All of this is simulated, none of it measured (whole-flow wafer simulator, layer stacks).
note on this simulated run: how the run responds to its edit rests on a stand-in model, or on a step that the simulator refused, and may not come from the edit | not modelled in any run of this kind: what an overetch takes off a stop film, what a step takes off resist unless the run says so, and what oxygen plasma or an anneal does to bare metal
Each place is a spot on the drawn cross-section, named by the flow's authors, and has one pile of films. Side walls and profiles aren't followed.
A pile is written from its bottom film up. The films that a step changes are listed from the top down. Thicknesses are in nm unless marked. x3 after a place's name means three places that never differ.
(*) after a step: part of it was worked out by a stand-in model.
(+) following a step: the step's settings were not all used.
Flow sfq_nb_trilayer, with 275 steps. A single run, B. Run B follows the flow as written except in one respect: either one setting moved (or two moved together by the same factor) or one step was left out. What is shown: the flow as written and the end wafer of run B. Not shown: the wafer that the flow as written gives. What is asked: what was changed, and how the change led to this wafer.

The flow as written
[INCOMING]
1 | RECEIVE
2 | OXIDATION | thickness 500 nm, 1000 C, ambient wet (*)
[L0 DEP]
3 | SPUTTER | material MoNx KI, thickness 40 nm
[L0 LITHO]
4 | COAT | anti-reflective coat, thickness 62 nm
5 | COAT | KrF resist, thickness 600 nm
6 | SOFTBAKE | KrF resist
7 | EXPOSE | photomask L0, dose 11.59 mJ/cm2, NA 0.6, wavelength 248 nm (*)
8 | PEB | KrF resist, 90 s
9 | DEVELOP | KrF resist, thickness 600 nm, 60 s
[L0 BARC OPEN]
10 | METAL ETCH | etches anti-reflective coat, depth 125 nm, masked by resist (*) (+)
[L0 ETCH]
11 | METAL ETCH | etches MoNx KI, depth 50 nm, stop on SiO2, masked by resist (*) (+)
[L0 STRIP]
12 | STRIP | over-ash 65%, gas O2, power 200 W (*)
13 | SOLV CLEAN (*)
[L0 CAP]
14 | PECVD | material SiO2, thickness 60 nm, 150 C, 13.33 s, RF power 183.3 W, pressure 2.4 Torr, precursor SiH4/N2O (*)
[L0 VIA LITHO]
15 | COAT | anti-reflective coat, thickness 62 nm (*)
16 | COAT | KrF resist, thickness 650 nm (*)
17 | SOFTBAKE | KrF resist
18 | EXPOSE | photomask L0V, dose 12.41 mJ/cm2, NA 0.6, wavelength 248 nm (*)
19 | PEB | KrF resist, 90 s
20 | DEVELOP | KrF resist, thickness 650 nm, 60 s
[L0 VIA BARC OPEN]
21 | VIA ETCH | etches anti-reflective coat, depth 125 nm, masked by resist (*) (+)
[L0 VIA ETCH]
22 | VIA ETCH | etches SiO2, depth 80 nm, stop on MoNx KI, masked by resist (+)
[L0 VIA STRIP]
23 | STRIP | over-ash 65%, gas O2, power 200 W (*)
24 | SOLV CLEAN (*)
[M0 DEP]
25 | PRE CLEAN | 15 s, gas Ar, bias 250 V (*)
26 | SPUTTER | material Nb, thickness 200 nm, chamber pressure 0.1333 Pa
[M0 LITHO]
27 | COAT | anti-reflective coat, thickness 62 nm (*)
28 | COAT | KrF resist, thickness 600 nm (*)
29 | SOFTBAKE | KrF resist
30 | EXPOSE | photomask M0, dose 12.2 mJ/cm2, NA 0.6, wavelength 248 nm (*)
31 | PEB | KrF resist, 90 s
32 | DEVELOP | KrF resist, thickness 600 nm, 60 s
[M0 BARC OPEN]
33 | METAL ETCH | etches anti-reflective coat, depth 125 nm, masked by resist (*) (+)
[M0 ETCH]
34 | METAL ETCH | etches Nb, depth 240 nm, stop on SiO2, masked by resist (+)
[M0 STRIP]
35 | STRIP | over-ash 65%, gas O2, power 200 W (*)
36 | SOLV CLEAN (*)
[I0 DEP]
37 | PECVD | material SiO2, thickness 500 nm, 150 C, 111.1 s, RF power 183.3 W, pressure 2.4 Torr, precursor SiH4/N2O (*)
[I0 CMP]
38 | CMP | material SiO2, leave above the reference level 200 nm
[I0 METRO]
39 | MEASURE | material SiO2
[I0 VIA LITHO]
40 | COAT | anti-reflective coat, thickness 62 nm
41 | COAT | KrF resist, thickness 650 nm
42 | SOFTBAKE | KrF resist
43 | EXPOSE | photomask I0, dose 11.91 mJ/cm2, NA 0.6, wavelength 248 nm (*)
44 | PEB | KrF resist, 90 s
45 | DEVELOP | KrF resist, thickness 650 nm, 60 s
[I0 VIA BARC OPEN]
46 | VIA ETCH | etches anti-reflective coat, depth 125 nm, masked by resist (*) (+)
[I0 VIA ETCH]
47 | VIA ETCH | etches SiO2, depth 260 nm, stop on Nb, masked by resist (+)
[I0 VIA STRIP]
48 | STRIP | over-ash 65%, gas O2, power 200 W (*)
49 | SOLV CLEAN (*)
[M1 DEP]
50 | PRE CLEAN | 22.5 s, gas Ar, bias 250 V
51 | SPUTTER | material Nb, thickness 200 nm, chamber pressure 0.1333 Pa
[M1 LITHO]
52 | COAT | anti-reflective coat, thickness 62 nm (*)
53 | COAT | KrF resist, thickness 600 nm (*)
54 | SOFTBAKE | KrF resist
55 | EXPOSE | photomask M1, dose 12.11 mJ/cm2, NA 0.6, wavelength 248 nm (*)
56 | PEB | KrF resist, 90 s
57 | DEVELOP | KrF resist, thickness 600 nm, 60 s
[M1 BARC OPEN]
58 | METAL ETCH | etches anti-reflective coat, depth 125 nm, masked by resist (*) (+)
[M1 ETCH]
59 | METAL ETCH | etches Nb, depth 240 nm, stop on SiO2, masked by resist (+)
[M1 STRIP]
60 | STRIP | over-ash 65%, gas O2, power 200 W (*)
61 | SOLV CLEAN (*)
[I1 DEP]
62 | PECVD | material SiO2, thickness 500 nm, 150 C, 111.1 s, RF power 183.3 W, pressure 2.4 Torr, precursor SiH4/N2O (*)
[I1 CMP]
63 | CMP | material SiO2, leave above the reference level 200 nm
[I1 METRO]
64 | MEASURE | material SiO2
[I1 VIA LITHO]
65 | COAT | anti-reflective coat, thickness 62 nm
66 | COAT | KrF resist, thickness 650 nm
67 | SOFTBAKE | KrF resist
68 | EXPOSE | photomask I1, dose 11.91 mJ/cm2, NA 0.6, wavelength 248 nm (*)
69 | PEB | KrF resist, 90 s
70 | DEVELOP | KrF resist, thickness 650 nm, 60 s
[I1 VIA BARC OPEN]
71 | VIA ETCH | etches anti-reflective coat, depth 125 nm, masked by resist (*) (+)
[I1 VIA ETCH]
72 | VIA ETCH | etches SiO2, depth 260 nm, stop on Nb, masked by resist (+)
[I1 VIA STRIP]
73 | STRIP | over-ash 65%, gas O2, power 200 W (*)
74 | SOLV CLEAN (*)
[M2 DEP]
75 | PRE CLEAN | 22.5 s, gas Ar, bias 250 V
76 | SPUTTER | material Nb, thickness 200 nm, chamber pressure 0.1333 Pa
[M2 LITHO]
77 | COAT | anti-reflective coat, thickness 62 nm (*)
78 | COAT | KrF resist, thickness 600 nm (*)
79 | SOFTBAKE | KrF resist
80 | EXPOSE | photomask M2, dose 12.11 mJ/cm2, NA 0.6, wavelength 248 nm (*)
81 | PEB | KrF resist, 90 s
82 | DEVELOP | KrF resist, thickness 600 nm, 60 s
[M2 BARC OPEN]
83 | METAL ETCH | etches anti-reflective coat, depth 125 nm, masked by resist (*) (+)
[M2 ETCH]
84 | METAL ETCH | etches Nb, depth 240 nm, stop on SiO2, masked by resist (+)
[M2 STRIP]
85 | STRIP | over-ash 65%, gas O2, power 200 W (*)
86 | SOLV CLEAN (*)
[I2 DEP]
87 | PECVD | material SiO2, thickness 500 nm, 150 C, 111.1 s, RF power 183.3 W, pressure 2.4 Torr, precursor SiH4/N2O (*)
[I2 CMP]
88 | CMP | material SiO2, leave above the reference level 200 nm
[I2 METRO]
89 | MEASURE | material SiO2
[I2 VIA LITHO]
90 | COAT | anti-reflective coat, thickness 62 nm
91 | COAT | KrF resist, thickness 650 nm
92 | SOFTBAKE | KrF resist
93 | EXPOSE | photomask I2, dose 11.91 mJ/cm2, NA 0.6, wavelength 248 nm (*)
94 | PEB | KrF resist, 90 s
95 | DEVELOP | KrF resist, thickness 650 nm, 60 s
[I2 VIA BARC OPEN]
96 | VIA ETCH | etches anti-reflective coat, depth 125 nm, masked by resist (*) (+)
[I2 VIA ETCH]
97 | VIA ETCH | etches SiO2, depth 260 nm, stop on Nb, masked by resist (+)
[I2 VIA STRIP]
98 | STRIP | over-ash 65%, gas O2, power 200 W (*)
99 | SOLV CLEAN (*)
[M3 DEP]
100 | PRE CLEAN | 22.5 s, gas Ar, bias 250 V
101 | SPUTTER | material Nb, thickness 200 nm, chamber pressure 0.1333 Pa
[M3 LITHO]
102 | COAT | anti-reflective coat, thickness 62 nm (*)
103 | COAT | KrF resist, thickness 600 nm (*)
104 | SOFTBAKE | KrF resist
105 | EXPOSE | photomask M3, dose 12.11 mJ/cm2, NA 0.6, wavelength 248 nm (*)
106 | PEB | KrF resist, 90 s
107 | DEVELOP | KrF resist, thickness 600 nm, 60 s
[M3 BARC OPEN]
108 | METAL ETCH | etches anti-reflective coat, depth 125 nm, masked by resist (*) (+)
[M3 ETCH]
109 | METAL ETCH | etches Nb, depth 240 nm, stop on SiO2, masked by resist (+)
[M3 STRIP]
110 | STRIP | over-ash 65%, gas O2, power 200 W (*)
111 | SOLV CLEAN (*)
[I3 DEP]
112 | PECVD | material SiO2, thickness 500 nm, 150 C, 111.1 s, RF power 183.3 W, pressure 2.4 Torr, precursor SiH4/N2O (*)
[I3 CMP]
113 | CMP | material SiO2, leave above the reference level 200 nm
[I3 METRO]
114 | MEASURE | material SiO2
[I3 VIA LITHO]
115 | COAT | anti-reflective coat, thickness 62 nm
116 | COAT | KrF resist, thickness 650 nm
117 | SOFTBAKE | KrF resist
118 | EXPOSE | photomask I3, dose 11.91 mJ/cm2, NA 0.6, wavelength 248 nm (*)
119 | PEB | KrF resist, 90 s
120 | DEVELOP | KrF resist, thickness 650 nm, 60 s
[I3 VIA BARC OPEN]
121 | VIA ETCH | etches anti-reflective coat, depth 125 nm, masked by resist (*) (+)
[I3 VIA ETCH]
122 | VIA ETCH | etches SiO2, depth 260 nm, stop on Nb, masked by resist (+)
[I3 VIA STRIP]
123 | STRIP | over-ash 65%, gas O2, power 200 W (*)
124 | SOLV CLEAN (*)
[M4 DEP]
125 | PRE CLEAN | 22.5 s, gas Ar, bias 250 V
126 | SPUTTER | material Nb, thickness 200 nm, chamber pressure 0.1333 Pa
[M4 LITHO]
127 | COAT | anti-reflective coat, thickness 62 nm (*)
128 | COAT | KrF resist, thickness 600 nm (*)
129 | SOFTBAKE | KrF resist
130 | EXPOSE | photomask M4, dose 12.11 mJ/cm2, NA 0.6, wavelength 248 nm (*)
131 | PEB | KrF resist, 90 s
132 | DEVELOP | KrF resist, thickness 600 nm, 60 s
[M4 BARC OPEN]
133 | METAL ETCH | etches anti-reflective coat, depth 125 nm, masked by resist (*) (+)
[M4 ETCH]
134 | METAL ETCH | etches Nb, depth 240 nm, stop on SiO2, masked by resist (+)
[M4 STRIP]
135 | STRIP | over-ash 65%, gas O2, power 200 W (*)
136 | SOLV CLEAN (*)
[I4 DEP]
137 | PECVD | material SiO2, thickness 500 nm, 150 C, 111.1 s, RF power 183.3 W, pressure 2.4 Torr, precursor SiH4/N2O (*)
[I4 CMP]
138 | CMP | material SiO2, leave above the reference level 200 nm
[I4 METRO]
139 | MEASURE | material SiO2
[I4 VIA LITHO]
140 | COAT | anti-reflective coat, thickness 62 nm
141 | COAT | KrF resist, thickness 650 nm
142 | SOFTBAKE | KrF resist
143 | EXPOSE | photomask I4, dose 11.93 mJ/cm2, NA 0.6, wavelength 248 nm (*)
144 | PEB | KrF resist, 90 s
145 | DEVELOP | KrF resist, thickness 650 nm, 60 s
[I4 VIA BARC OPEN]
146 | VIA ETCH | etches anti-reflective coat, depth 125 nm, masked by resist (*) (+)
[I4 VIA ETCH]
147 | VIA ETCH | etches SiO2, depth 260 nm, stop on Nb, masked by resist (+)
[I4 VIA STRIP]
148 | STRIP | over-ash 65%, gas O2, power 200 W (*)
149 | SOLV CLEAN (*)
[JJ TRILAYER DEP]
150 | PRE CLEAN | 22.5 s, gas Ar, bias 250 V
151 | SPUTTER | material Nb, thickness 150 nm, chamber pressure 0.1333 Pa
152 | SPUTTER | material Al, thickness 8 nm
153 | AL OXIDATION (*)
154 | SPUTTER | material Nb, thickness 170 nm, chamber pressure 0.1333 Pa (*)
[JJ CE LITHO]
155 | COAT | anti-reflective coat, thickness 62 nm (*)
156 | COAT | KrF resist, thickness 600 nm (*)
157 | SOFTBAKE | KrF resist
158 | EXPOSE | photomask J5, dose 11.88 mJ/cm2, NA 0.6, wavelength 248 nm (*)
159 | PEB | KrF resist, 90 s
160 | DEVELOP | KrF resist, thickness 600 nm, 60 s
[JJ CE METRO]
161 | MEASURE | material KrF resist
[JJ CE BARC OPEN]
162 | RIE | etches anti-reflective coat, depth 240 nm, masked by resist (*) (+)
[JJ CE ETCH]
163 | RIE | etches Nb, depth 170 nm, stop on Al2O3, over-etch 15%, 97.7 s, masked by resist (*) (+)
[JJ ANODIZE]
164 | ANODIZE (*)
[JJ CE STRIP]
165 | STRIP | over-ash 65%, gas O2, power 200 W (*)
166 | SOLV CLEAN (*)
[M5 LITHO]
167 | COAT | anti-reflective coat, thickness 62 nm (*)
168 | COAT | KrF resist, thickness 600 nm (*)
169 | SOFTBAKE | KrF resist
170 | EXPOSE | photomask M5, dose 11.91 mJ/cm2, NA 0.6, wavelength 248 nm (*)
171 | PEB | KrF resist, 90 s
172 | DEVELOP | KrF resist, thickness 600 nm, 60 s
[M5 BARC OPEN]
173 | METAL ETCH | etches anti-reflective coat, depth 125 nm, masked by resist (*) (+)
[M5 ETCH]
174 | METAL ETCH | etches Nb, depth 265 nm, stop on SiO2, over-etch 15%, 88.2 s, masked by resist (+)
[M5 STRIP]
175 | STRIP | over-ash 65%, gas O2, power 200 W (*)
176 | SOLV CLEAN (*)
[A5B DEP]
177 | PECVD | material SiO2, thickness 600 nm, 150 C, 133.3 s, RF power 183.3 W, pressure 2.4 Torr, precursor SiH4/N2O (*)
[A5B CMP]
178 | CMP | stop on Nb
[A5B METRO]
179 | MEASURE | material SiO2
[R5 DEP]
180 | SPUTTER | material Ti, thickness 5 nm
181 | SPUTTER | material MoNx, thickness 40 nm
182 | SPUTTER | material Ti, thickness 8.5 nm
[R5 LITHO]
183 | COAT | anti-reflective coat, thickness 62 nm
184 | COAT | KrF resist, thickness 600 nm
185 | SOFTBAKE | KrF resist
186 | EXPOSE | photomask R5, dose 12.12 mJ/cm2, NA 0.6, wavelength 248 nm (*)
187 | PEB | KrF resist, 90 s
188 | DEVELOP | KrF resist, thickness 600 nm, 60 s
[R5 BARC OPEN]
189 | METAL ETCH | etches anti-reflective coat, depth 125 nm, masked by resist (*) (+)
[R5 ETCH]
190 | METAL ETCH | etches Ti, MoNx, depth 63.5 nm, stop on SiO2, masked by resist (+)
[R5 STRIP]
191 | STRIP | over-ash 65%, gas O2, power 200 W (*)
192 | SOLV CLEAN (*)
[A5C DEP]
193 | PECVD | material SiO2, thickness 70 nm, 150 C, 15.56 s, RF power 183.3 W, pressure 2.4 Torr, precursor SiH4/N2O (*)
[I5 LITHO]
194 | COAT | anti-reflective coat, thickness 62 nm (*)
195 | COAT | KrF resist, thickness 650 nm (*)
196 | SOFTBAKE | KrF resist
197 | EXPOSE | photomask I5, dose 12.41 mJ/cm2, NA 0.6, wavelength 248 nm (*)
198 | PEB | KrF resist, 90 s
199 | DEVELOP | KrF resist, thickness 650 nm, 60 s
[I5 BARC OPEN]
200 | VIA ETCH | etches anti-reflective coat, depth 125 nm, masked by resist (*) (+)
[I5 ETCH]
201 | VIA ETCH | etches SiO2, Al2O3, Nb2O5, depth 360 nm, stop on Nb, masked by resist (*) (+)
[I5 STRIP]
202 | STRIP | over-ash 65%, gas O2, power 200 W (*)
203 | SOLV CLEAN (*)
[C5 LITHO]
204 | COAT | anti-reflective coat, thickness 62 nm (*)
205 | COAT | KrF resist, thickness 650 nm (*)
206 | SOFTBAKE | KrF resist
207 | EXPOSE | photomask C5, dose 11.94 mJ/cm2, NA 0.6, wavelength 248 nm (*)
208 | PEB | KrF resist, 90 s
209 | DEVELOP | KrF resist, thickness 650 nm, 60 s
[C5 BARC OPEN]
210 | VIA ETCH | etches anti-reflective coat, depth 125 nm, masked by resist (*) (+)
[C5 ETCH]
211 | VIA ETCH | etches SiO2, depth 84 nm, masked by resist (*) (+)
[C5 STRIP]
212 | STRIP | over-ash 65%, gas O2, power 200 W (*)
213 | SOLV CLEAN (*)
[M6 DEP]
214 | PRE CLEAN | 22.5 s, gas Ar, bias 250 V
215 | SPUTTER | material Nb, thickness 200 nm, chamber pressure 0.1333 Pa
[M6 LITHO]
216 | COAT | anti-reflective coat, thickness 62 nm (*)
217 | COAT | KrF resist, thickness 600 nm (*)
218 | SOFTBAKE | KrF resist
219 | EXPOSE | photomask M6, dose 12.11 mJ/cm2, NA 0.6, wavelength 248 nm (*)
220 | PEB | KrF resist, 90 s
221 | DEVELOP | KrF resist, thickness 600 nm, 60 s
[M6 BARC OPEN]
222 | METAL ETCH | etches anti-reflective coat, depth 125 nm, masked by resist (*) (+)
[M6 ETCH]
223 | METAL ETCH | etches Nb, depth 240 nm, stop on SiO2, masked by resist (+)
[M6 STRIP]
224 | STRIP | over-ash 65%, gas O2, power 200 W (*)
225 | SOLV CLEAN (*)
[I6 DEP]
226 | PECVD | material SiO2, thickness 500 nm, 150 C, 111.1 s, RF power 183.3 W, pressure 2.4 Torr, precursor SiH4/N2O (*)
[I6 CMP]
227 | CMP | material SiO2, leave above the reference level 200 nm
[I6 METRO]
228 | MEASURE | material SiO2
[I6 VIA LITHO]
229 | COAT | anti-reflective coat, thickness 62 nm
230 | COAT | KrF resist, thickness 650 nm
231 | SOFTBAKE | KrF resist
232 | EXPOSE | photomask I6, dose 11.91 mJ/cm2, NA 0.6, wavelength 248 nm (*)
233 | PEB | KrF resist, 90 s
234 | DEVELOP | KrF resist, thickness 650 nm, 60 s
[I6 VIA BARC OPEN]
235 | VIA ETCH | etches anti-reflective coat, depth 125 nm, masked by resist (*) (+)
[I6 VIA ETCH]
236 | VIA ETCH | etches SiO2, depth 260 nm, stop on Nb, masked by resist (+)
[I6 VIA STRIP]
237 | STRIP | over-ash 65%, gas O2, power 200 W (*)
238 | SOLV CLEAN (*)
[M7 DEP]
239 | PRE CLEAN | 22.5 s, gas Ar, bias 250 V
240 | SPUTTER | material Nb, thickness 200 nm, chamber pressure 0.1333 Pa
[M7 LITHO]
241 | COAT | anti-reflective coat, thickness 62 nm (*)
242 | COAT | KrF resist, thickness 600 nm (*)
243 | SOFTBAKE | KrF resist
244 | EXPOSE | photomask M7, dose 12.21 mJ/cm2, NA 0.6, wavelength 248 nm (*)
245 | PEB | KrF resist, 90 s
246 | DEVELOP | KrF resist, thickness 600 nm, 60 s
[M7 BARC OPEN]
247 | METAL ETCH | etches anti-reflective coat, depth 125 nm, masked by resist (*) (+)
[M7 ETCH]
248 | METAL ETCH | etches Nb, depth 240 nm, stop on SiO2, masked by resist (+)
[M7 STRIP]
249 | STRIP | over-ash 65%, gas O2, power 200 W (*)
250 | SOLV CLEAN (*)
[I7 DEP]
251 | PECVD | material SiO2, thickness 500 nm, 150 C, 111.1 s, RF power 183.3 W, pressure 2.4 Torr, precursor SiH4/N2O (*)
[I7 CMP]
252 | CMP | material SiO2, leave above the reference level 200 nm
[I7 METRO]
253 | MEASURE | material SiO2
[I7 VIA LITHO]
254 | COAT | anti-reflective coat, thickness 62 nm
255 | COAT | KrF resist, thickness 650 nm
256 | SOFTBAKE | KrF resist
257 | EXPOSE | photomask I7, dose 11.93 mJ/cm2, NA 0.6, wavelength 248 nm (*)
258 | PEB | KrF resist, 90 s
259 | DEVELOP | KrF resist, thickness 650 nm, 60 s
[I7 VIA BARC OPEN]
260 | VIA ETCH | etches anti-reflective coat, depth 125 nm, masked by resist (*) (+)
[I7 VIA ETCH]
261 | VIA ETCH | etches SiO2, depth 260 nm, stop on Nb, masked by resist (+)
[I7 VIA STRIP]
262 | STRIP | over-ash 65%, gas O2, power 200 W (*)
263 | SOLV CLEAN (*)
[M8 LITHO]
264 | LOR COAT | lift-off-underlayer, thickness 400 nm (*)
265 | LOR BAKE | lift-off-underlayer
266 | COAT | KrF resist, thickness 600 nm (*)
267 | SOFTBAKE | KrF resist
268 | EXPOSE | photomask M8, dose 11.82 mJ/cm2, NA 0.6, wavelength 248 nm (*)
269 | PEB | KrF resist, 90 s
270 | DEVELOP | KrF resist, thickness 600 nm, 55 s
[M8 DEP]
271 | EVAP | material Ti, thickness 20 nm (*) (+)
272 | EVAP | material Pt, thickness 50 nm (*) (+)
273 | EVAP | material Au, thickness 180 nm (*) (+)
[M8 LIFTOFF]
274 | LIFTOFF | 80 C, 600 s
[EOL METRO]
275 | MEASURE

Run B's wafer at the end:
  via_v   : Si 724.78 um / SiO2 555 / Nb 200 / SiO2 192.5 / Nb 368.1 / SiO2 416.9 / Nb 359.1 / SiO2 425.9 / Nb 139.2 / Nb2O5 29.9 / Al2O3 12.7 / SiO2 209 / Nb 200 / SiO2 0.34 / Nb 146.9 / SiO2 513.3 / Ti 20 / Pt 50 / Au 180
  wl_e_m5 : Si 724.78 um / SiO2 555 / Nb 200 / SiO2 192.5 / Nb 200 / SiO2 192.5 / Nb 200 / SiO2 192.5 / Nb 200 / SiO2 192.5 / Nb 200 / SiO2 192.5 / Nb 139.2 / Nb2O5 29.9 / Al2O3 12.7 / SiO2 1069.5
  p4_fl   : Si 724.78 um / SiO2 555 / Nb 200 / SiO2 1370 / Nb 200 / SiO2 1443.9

Cause: step 227, CMP: leave above the reference level 268 nm was run, whereas the flow has leave above the reference level 200 nm.

The path from the change to this, step by step:
  227 | CMP | material SiO2, leave above the reference level 200 nm
      field_l, p4_fl, p4_fm and 59 more: -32 SiO2 (as written it would have been: -100 SiO2)
      v_sur, via_wl, via_w and 15 more: -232 SiO2 (as written it would have been: -300 SiO2)
      (also at 26 further places)
  236 | VIA ETCH | etches SiO2, depth 260 nm, stop on Nb, masked by resist (+)
      via_v: -260 SiO2 (as written it would have been: -199.8 SiO2 (all of it))
  239 | PRE CLEAN | 22.5 s, gas Ar, bias 250 V
      via_v: -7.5 SiO2 (as written it would have been: -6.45 Nb)
  240 | SPUTTER | material Nb, thickness 200 nm, chamber pressure 0.1333 Pa
      via_v: +146.9 Nb (new film) (as written it would have been: +161.1 Nb)
  241 | COAT | anti-reflective coat, thickness 62 nm (*)
      via_sp: +50 anti-reflective coat (new film) (as written it would have been: +53.1 anti-reflective coat (new film))
      via_v: +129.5 anti-reflective coat (new film) (as written it would have been: +126 anti-reflective coat (new film))
      (also at 1 further place)
  242 | COAT | KrF resist, thickness 600 nm (*)
      via_v: +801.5 KrF resist (new film) (as written it would have been: +742.5 KrF resist (new film))
  249 | STRIP | over-ash 65%, gas O2, power 200 W (*)
      via_sp: -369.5 KrF resist (all of it), -50 anti-reflective coat (all of it) (as written it would have been: -373.6 KrF resist (all of it), -53.1 anti-reflective coat (all of it))
      via_v: -583.4 KrF resist (all of it), -129.5 anti-reflective coat (all of it) (as written it would have been: -524.5 KrF resist (all of it), -126 anti-reflective coat (all of it))
      (also at 1 further place)
  251 | PECVD | material SiO2, thickness 500 nm, 150 C, 111.1 s, RF power 183.3 W, pressure 2.4 Torr, precursor SiH4/N2O (*)
      via_v: +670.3 SiO2 (new film) (as written it would have been: +621 SiO2 (new film))
  252 | CMP | material SiO2, leave above the reference level 200 nm
      via_v: -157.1 SiO2 (as written it would have been: -183.1 SiO2)
With metal films that touch counted as one body, via_v has 7 bodies (between them, from the top down: SiO2 513.3; SiO2 0.34; SiO2 209 / Al2O3 12.7 / Nb2O5 29.9; SiO2 425.9; SiO2 416.9; SiO2 192.5); the flow as written gives 6 bodies (between them, from the top down: SiO2 437.8; SiO2 209 / Al2O3 12.7 / Nb2O5 29.9; SiO2 425.9; SiO2 416.9; SiO2 192.5).
